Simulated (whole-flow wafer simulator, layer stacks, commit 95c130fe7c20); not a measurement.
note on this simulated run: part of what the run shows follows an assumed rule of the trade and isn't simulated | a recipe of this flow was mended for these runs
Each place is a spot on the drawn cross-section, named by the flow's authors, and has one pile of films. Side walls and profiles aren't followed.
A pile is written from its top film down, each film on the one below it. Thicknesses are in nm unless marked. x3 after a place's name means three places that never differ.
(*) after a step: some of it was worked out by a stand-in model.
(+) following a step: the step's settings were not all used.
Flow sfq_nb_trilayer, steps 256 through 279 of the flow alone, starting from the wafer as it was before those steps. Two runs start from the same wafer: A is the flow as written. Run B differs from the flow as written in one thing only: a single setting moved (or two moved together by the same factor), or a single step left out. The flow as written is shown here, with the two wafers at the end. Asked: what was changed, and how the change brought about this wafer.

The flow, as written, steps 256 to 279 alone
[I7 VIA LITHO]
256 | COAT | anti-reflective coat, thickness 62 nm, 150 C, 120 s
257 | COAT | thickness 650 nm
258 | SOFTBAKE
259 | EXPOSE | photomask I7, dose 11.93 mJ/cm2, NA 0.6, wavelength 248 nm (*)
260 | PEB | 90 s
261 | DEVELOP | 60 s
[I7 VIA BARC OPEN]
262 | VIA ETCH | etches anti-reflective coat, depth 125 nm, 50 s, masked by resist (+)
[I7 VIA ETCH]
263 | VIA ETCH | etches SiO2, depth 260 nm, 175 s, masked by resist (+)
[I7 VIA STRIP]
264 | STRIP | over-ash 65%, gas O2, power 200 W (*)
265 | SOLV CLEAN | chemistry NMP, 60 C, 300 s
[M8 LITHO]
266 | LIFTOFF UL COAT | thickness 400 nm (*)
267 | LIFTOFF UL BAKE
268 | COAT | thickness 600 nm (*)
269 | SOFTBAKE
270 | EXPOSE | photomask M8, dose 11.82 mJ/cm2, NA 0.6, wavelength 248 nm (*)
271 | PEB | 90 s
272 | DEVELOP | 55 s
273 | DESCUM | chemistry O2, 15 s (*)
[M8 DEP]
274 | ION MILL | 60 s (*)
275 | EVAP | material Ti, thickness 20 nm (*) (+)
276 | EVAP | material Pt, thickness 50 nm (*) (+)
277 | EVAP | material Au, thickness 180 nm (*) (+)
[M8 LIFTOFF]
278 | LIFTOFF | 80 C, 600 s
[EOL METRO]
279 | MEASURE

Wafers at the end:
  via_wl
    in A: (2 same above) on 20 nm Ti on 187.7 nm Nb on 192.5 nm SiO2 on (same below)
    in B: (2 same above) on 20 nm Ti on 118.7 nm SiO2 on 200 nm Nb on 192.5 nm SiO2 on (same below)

Cause: step 262, VIA ETCH: etches anti-reflective coat, depth 125 nm, 50 s, masked by resist (+), was not run.

The path from the change to this, step by step:
  263 | VIA ETCH | etches SiO2, depth 260 nm, 175 s, masked by resist (+)
      via_wl, via_w, via_wr: A -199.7 SiO2 (all of it), -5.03 Nb | B -62 anti-reflective coat (all of it), -74 SiO2
  264 | STRIP | over-ash 65%, gas O2, power 200 W (*)
      field_l, v_sur, via_sp and 100 more: A -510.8 KrF-resist-other-grade (all of it), -62 anti-reflective coat (all of it) | B -580.3 KrF-resist-other-grade (all of it), -62 anti-reflective coat (all of it)
  266 | LIFTOFF UL COAT | thickness 400 nm (*)
      via_wl, via_wr: A +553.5 lift-off-underlayer (new film) | B +455.4 lift-off-underlayer (new film)
      v_sur: A +368.7 lift-off-underlayer (new film) | B +388.7 lift-off-underlayer (new film)
      (and at 2 other places as well)
  268 | COAT | thickness 600 nm (*)
      via_wl: A +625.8 KrF-resist-other-grade (new film) | B +609.3 KrF-resist-other-grade (new film)
      via_w: A +637.7 KrF-resist-other-grade (new film) | B +613.6 KrF-resist-other-grade (new film)
      (and at 1 other place as well)
  272 | DEVELOP | 55 s
      v_sur: A -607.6 KrF-resist-other-grade (all of it), -368.7 lift-off-underlayer (all of it) | B -601.9 KrF-resist-other-grade (all of it), -388.7 lift-off-underlayer (all of it)
      via_wl: A -624.5 KrF-resist-other-grade (all of it), -553.5 lift-off-underlayer (all of it) | B -608 KrF-resist-other-grade (all of it), -455.4 lift-off-underlayer (all of it)
      (and at 3 other places as well)
  274 | ION MILL | 60 s (*)
      via_wl, via_w, via_wr: A -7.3 Nb | B -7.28 SiO2
With metal films that touch counted as one body, via_wl has 8 bodies (between them, from the top down: SiO2 118.7; SiO2 192.5; SiO2 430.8 / Al2O3 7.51 / Nb2O5 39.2; SiO2 192.5; SiO2 192.5; SiO2 192.5; SiO2 192.5); the flow as written gives 7 bodies (between them, from the top down: SiO2 192.5; SiO2 430.8 / Al2O3 7.51 / Nb2O5 39.2; SiO2 192.5; SiO2 192.5; SiO2 192.5; SiO2 192.5).
